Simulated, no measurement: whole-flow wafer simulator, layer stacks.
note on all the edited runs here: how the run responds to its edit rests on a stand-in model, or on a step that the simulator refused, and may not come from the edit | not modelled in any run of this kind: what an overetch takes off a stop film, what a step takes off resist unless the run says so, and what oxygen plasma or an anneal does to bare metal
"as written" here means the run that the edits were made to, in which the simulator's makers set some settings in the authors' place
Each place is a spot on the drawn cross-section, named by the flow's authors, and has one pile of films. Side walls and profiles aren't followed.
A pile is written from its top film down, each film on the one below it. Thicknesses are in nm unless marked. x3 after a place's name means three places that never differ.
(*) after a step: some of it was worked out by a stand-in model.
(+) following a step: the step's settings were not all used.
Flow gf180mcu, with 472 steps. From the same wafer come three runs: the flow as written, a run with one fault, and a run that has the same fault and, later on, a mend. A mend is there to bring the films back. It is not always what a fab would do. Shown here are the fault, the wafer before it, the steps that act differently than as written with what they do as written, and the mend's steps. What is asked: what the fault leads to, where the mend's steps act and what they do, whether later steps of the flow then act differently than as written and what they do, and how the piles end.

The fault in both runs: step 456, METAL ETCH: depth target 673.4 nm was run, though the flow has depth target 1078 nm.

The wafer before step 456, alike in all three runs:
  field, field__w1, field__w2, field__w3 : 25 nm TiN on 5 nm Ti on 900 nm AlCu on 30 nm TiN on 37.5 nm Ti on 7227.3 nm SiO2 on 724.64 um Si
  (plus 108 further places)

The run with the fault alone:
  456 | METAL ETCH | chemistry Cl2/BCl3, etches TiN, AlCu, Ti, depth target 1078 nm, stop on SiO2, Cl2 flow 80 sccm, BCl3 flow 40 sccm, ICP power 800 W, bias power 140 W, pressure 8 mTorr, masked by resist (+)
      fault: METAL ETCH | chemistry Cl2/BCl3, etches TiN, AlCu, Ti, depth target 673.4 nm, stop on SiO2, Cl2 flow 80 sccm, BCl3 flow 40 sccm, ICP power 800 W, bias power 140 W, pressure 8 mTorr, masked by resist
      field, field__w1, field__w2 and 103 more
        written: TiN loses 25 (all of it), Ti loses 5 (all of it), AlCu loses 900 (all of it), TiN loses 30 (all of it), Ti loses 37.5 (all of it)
        fault: TiN loses 25 (all of it), Ti loses 5 (all of it), AlCu loses 643.4
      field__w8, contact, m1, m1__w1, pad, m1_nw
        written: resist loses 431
        fault: resist loses 269.4
  Steps further on in the flow that do not act as written:
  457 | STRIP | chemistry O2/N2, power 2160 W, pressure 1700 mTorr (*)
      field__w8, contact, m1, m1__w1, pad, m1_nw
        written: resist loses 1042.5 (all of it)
        fault: resist loses 1204.1 (all of it)
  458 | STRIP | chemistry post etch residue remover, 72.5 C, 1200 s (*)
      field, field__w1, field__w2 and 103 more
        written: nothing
        fault: AlCu loses 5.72
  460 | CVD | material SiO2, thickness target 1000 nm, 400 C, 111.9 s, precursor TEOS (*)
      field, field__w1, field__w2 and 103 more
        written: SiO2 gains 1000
        fault: SiO2 gains 1000 (new film)
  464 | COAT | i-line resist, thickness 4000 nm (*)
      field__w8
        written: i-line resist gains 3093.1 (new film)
        fault: i-line resist gains 3376.6 (new film)
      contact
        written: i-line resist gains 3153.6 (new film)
        fault: i-line resist gains 3412 (new film)
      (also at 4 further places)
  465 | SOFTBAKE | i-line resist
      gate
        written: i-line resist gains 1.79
        fault: i-line resist loses 0.5
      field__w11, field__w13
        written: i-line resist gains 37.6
        fault: i-line resist gains 22.6
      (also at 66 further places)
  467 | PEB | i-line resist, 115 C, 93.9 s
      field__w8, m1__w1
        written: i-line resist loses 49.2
        fault: i-line resist loses 55
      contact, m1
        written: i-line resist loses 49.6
        fault: i-line resist loses 55.3
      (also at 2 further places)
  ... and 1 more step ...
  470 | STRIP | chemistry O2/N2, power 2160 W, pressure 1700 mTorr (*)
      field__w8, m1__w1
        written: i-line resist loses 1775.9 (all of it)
        fault: i-line resist loses 2081.1 (all of it)
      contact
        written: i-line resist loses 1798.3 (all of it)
        fault: i-line resist loses 2094.5 (all of it)
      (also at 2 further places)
  The piles end different from the flow's at field, field__w1, field__w2 and 103 more by more than 2% or 0.5 nm, whichever is larger.
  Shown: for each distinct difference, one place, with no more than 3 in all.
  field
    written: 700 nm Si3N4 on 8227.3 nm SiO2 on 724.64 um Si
    fault: 700 nm Si3N4 on 1000 nm SiO2 on 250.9 nm AlCu on 30 nm TiN on 37.5 nm Ti on 7227.3 nm SiO2 on 724.64 um Si
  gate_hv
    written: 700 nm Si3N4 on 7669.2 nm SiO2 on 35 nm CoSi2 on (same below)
    fault: 700 nm Si3N4 on 1000 nm SiO2 on 250.9 nm AlCu on 30 nm TiN on 37.5 nm Ti on 6669.2 nm SiO2 on 35 nm CoSi2 on (same below)
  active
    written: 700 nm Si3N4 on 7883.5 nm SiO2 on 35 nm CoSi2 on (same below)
    fault: 700 nm Si3N4 on 1000 nm SiO2 on 250.9 nm AlCu on 30 nm TiN on 37.5 nm Ti on 6883.5 nm SiO2 on 35 nm CoSi2 on (same below)

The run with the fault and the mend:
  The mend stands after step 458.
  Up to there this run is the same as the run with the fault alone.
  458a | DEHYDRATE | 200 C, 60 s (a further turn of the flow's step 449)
      alters no film at any place that is followed
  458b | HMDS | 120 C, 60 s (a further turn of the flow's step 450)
      alters no film at any place that is followed
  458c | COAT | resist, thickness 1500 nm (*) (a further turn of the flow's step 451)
      iso_ptap_pw, iso_ntap_nw, iso_nw_fld and 33 more
        resist gains 1500 (new film)
      field_sub, field_sub__w1, field_sub__w2 and 12 more
        resist gains 1508.7 (new film)
      p_well, sti, spacer, sd_n, mim_1p0, dice_street
        resist gains 1503.3 (new film)
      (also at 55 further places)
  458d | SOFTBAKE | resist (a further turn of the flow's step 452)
      field__w3, active_hv
        resist loses 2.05
      field__w11, field_sub__w1
        resist loses 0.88
      gate_hv, gate_p_hv5
        resist gains 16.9
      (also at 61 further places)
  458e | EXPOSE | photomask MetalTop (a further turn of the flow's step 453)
      alters no film at any place that is followed
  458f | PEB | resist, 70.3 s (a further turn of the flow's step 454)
      field__w2, field__w3, field__w5 and 43 more
        resist loses 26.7
      iso_ptap_pw, iso_ntap_nw, iso_nw_fld and 33 more
        resist loses 26.5
      p_well, sti, spacer, sd_n, mim_1p0, dice_street
        resist loses 26.6
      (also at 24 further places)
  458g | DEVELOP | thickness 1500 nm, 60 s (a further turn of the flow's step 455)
      iso_ptap_pw, iso_ntap_nw, iso_nw_fld and 33 more
        resist loses 1473.5 (all of it)
      field__w2, field__w3, field__w12, ld_drift_p, ld_drn_p, ppoly_sal
        resist loses 1481.9 (all of it)
      p_well, sti, spacer, sd_n, mim_1p0, dice_street
        resist loses 1476.7 (all of it)
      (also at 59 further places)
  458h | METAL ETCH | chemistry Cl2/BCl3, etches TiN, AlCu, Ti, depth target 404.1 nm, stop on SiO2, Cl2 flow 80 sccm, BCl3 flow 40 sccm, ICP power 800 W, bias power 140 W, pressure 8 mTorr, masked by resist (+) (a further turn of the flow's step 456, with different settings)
      field, field__w1, field__w2 and 103 more
        AlCu loses 250.9 (all of it), TiN loses 30 (all of it), Ti loses 37.5 (all of it)
      field__w8, contact, m1, m1__w1, pad, m1_nw
        resist loses 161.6
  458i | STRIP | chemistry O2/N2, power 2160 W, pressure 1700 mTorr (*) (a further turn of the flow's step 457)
      field__w8
        resist loses 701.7 (all of it)
      contact
        resist loses 699.9 (all of it)
      m1
        resist loses 700.1 (all of it)
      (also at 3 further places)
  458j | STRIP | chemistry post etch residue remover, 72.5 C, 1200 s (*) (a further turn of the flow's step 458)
      field__w8, contact, m1, m1__w1, pad, m1_nw
        TiN loses 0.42
  Every later step of the flow that is run acts as written, at every place that is followed, to within 2% or 0.5 nm, whichever is larger.
  When the end is reached, the piles differ only a little from the flow's at the places that both follow, at most by 2% or 0.5 nm, whichever is larger.
